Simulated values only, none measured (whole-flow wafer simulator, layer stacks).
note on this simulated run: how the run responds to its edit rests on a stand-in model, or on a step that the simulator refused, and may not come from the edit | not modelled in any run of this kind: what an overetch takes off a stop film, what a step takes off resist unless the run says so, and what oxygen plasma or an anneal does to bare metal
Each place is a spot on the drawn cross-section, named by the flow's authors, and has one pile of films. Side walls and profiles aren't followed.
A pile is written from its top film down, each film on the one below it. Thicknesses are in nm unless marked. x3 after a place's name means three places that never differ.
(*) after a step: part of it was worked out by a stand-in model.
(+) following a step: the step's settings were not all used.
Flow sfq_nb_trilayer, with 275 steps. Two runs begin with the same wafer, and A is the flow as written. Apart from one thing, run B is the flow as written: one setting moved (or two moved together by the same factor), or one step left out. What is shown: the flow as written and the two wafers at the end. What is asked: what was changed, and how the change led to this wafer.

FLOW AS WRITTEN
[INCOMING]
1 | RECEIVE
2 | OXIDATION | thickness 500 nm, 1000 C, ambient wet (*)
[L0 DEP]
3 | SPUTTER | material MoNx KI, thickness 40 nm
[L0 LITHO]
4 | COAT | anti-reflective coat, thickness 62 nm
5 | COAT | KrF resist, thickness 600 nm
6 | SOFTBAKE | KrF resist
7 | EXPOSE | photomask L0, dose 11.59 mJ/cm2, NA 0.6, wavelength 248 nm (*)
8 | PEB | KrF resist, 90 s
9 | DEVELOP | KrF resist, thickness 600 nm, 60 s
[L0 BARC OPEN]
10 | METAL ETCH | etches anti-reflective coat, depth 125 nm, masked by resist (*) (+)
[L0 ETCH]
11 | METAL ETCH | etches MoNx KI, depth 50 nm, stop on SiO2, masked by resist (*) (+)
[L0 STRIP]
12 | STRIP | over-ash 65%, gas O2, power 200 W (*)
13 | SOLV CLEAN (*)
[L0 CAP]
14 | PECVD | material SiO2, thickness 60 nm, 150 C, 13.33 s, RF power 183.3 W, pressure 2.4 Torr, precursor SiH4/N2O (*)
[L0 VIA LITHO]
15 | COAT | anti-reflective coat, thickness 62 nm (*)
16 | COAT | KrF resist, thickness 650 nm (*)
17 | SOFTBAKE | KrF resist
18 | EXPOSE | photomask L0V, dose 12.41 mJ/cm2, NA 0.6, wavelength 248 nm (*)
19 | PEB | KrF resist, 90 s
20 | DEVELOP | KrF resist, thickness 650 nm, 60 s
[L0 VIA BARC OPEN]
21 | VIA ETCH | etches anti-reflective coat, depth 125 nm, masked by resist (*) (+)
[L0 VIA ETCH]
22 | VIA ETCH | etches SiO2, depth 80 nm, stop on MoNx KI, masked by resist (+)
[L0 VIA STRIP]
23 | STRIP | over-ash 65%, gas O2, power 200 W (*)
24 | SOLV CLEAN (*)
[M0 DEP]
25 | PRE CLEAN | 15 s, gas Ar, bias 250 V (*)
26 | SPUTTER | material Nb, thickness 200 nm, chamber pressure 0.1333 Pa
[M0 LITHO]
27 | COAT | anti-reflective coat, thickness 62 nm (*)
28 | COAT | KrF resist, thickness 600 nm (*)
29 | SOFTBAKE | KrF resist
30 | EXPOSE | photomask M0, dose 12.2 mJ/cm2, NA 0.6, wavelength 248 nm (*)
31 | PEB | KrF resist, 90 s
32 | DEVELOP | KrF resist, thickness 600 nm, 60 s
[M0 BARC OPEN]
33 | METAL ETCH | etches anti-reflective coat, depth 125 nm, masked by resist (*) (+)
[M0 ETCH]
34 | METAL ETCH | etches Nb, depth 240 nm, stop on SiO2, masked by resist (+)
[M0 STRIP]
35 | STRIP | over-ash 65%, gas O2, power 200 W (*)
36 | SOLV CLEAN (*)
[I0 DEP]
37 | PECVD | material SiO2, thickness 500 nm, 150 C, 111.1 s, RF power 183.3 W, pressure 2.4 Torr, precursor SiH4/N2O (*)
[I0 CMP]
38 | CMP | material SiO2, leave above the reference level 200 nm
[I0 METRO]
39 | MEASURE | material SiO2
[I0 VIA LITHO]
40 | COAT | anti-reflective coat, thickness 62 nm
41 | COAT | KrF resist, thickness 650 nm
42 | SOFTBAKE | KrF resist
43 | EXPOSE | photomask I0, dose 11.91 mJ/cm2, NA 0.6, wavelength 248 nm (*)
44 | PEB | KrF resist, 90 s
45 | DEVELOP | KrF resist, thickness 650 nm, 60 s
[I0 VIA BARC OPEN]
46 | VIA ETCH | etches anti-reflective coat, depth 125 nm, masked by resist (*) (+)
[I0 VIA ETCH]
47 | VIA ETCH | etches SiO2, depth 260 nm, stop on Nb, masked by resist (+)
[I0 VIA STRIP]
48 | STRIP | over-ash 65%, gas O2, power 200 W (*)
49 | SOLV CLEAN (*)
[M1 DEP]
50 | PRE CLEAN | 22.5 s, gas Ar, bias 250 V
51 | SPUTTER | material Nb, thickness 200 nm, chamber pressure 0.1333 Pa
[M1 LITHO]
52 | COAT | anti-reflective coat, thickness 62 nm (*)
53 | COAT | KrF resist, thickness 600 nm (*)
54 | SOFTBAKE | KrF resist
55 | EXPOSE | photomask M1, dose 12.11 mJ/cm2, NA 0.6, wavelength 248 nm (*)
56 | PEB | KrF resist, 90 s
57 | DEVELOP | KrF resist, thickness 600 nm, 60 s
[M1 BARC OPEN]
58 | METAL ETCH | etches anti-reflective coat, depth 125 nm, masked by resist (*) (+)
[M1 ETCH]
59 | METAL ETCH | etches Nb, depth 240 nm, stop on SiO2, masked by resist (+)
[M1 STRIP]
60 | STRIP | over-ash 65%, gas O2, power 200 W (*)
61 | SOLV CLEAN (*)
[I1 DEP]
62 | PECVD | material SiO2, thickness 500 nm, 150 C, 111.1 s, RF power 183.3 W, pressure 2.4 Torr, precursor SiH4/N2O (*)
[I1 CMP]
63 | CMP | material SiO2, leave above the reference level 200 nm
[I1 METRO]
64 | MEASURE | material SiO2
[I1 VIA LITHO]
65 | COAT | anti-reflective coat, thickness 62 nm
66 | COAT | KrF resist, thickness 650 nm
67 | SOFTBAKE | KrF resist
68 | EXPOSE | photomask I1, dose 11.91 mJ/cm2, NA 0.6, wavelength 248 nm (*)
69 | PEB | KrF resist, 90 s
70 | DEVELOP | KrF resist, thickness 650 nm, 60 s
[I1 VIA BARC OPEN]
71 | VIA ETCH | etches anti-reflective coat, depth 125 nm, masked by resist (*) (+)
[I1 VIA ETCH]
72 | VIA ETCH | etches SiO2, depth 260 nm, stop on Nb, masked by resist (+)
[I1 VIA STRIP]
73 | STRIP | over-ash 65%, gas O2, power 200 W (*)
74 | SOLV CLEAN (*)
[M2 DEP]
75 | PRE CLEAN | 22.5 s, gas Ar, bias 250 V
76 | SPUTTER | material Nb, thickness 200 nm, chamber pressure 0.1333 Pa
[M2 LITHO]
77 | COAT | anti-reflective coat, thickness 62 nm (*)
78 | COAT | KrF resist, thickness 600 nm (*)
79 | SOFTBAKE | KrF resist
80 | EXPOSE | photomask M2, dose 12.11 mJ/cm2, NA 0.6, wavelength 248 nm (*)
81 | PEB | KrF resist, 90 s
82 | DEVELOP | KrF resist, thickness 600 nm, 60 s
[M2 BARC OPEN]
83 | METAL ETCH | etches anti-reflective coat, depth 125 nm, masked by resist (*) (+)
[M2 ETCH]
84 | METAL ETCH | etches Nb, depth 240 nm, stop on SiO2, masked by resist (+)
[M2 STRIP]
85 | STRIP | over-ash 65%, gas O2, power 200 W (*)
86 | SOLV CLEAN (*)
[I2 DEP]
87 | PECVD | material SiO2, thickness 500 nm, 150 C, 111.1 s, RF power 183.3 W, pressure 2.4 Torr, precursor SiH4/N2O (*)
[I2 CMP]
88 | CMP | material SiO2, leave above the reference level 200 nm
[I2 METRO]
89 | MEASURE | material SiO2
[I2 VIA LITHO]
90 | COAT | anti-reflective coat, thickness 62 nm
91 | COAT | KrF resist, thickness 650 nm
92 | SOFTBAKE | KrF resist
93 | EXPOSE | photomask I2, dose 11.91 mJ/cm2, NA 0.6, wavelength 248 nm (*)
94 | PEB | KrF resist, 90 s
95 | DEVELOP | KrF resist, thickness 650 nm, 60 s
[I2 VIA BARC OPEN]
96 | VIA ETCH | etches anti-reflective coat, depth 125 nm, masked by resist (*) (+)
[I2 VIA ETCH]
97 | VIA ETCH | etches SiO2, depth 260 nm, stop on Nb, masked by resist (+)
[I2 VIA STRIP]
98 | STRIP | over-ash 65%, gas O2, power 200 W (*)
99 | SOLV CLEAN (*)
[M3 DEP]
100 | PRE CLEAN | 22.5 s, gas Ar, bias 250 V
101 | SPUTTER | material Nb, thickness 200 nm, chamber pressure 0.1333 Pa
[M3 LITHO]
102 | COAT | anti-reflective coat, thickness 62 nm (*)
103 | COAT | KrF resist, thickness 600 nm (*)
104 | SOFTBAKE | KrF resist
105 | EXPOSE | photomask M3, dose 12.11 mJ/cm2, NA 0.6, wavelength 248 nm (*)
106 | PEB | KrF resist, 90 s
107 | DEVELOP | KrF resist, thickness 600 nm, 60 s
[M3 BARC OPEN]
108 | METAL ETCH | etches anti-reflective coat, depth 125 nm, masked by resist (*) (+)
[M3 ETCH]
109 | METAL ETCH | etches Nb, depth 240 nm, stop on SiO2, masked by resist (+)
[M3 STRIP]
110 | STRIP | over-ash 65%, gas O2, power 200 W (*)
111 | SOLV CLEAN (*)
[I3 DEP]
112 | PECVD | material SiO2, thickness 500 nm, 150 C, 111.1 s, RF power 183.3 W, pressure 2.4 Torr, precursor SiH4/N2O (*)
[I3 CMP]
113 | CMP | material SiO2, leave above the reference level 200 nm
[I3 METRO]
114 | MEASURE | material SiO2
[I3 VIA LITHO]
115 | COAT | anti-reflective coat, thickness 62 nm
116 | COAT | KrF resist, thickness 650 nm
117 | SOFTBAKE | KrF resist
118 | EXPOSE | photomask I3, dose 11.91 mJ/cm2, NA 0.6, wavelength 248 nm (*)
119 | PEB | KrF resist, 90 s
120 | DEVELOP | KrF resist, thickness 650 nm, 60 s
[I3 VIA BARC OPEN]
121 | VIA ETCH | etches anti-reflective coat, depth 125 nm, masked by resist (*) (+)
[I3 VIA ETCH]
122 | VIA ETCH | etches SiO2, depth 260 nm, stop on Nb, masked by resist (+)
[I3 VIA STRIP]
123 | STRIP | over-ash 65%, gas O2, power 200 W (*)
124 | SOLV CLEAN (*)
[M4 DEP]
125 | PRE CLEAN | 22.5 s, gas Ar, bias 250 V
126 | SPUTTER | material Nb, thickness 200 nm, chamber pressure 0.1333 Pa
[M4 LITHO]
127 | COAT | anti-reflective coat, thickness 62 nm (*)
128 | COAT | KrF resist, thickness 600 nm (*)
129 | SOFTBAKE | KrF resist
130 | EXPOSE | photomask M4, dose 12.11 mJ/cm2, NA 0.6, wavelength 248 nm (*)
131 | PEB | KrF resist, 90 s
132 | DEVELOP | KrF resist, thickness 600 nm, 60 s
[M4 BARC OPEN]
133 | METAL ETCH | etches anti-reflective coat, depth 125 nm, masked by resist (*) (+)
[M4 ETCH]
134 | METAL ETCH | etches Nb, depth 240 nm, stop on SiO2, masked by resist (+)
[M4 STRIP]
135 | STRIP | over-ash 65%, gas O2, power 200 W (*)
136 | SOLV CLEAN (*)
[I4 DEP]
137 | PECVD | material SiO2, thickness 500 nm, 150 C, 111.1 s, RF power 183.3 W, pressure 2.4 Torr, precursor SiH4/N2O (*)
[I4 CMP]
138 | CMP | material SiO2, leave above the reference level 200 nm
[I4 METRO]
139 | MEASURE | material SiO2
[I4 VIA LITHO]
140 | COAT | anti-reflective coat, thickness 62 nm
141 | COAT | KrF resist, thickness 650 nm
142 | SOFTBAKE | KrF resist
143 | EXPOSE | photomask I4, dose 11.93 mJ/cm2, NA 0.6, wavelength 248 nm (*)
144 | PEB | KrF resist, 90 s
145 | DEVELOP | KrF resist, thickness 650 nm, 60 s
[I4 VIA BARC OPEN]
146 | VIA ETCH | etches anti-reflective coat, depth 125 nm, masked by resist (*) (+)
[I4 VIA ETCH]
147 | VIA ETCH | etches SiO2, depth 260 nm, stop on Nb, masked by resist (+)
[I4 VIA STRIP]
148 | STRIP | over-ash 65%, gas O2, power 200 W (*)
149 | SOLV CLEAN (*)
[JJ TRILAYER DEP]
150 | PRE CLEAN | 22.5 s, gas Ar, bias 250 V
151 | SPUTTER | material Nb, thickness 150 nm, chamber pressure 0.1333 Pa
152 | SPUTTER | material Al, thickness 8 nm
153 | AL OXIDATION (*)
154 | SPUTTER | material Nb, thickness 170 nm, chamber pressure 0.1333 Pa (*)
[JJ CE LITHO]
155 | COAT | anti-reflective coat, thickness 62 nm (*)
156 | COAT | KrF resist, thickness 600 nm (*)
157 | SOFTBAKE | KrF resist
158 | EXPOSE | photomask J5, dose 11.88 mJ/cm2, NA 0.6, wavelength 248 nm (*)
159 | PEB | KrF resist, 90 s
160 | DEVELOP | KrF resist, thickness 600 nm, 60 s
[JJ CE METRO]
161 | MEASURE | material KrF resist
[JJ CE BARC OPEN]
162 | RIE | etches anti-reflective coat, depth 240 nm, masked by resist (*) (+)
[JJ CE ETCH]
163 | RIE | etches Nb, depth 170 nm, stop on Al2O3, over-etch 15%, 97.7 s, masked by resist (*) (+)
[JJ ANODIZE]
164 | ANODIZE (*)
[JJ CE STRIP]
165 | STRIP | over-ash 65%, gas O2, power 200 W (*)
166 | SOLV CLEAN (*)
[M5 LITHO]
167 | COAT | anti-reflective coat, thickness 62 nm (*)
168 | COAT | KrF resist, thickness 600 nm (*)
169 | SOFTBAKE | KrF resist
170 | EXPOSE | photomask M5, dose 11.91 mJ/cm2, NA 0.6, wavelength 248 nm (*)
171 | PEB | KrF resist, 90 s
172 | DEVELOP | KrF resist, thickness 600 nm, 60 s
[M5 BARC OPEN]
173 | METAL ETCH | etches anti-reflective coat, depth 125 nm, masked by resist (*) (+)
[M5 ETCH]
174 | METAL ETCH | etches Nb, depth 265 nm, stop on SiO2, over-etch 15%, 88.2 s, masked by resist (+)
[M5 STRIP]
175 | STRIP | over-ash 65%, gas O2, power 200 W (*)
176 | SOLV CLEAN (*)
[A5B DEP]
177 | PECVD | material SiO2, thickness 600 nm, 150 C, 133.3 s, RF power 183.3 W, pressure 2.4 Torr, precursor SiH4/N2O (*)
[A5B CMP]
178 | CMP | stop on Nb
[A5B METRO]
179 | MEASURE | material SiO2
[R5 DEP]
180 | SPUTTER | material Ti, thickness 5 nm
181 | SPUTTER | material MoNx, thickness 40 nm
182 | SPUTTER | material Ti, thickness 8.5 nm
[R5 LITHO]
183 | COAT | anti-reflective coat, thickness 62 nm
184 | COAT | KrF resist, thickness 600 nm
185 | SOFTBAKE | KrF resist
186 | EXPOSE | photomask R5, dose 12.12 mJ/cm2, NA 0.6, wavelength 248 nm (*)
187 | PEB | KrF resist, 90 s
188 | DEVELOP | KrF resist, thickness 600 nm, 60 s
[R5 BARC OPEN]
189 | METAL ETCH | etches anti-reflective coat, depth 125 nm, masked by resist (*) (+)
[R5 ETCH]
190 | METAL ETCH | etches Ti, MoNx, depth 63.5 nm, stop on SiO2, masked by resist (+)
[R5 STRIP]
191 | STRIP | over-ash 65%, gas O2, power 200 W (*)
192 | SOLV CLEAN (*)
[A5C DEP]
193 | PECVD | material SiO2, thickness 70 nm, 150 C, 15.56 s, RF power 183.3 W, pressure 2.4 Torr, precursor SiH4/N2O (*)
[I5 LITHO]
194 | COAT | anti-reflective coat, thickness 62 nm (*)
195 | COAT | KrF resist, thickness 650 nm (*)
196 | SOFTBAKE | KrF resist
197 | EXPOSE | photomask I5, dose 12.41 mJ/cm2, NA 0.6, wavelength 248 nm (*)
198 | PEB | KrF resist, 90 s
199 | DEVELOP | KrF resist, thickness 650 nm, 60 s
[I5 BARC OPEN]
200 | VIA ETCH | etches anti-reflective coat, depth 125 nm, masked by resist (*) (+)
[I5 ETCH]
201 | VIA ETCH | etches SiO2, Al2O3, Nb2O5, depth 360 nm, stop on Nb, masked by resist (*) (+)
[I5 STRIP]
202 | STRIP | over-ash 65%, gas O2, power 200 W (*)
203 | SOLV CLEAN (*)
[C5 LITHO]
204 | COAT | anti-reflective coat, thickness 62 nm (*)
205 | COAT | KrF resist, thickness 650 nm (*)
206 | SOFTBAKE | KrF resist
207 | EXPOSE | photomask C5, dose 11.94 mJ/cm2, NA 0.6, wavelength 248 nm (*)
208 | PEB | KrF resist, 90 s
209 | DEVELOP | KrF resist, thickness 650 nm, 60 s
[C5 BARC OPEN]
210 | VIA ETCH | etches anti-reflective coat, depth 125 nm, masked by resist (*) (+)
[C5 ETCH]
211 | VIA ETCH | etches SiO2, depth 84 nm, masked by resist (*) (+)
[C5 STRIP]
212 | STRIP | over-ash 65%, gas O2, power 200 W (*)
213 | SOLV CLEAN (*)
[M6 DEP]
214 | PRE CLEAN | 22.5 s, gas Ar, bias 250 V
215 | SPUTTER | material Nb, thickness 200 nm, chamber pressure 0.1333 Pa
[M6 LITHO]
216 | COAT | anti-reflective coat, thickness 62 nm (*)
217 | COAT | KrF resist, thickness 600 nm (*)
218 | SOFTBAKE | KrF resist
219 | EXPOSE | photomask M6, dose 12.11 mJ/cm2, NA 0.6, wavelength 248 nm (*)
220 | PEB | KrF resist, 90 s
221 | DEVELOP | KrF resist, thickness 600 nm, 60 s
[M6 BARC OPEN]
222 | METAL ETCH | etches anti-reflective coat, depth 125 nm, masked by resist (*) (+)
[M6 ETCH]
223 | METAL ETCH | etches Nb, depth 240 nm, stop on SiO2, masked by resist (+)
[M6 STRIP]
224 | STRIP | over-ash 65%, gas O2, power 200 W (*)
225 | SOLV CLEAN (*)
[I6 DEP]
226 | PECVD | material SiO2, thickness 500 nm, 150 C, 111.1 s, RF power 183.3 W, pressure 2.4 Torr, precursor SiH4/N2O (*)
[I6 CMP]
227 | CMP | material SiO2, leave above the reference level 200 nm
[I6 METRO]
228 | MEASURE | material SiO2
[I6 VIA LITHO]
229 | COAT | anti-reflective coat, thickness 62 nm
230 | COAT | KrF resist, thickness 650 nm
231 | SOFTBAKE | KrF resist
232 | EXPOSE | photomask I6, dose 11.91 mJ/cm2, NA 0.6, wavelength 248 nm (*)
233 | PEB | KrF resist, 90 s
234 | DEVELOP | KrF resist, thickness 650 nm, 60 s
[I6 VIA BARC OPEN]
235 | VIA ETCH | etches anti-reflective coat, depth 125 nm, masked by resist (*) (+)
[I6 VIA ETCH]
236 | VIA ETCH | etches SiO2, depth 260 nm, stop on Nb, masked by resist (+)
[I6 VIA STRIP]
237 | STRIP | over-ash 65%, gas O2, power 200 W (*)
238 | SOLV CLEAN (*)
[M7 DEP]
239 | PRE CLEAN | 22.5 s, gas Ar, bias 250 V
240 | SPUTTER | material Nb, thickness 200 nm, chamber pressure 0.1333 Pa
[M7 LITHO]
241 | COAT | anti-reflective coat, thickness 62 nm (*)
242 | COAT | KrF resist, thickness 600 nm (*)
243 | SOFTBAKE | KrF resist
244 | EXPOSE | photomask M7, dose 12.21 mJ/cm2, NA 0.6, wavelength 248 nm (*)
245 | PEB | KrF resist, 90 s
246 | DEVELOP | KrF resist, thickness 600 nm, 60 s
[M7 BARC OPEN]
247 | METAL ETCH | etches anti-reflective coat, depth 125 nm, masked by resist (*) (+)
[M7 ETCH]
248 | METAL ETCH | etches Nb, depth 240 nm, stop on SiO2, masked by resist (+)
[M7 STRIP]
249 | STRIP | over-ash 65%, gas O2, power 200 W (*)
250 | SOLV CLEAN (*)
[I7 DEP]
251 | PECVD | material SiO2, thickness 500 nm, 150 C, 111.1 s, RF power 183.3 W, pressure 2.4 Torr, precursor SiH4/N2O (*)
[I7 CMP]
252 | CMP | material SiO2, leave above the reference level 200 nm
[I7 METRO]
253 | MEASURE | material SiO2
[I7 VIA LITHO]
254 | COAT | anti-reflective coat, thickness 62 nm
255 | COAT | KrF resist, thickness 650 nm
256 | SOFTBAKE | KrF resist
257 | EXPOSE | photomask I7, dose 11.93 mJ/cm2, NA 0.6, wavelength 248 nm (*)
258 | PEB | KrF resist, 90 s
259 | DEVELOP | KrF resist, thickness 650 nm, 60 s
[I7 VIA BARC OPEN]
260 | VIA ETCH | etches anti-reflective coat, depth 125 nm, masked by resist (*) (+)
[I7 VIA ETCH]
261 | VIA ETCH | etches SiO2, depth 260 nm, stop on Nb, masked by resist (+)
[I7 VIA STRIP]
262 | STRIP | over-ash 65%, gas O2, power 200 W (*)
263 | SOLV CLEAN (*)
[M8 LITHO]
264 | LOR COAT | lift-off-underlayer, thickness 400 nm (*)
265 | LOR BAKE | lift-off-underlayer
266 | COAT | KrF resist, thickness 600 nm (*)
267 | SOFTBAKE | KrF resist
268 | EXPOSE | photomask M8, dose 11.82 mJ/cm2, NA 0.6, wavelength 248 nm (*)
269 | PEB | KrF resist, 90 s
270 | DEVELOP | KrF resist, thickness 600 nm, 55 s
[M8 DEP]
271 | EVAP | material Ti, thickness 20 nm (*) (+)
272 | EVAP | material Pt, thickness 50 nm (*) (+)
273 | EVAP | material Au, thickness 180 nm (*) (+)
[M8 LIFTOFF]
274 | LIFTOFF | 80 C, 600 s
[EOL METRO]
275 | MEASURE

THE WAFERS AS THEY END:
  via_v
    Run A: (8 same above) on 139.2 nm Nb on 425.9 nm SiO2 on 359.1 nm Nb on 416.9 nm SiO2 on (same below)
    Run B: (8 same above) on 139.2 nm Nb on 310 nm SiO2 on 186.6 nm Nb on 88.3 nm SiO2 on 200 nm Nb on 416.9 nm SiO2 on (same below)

What caused this: step 122, VIA ETCH: depth 104 nm was run, though the flow has depth 260 nm.

Step by step, how the change led to this:
  122 | VIA ETCH | etches SiO2, depth 260 nm, stop on Nb, masked by resist (+)
      via_v: A -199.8 SiO2 (all of it) | B -104 SiO2
      field_l, v_sur, via_wl and 102 more: A -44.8 KrF resist | B -17.9 KrF resist
  123 | STRIP | over-ash 65%, gas O2, power 200 W (*)
      field_l, v_sur, via_wl and 102 more: A -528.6 KrF resist (all of it), -62 anti-reflective coat (all of it) | B -555.5 KrF resist (all of it), -62 anti-reflective coat (all of it)
  125 | PRE CLEAN | 22.5 s, gas Ar, bias 250 V
      via_v: A -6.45 Nb | B -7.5 SiO2
  126 | SPUTTER | material Nb, thickness 200 nm, chamber pressure 0.1333 Pa
      via_v: A +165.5 Nb | B +186.6 Nb (new film)
  127 | COAT | anti-reflective coat, thickness 62 nm (*)
      via_sp: A +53 anti-reflective coat (new film) | B +51.8 anti-reflective coat (new film)
      via_v: A +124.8 anti-reflective coat (new film) | B +107.5 anti-reflective coat (new film)
      (and at 1 other place as well)
  128 | COAT | KrF resist, thickness 600 nm (*)
      via_v: A +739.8 KrF resist (new film) | B +656.1 KrF resist (new film)
  135 | STRIP | over-ash 65%, gas O2, power 200 W (*)
      via_sp: A -373.9 KrF resist (all of it), -53 anti-reflective coat (all of it) | B -382.6 KrF resist (all of it), -51.8 anti-reflective coat (all of it)
      via_v: A -521.8 KrF resist (all of it), -124.8 anti-reflective coat (all of it) | B -438.4 KrF resist (all of it), -107.5 anti-reflective coat (all of it)
      (and at 1 other place as well)
  137 | PECVD | material SiO2, thickness 500 nm, 150 C, 111.1 s, RF power 183.3 W, pressure 2.4 Torr, precursor SiH4/N2O (*)
      via_v: A +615 SiO2 (new film) | B +500 SiO2 (new film)
If metal films that touch count as one body, via_v has 7 bodies (between them, from the top down: SiO2 437.8; SiO2 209 / Al2O3 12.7 / Nb2O5 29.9; SiO2 310; SiO2 88.3; SiO2 416.9; SiO2 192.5); the flow as written gives 6 bodies (between them, from the top down: SiO2 437.8; SiO2 209 / Al2O3 12.7 / Nb2O5 29.9; SiO2 425.9; SiO2 416.9; SiO2 192.5).
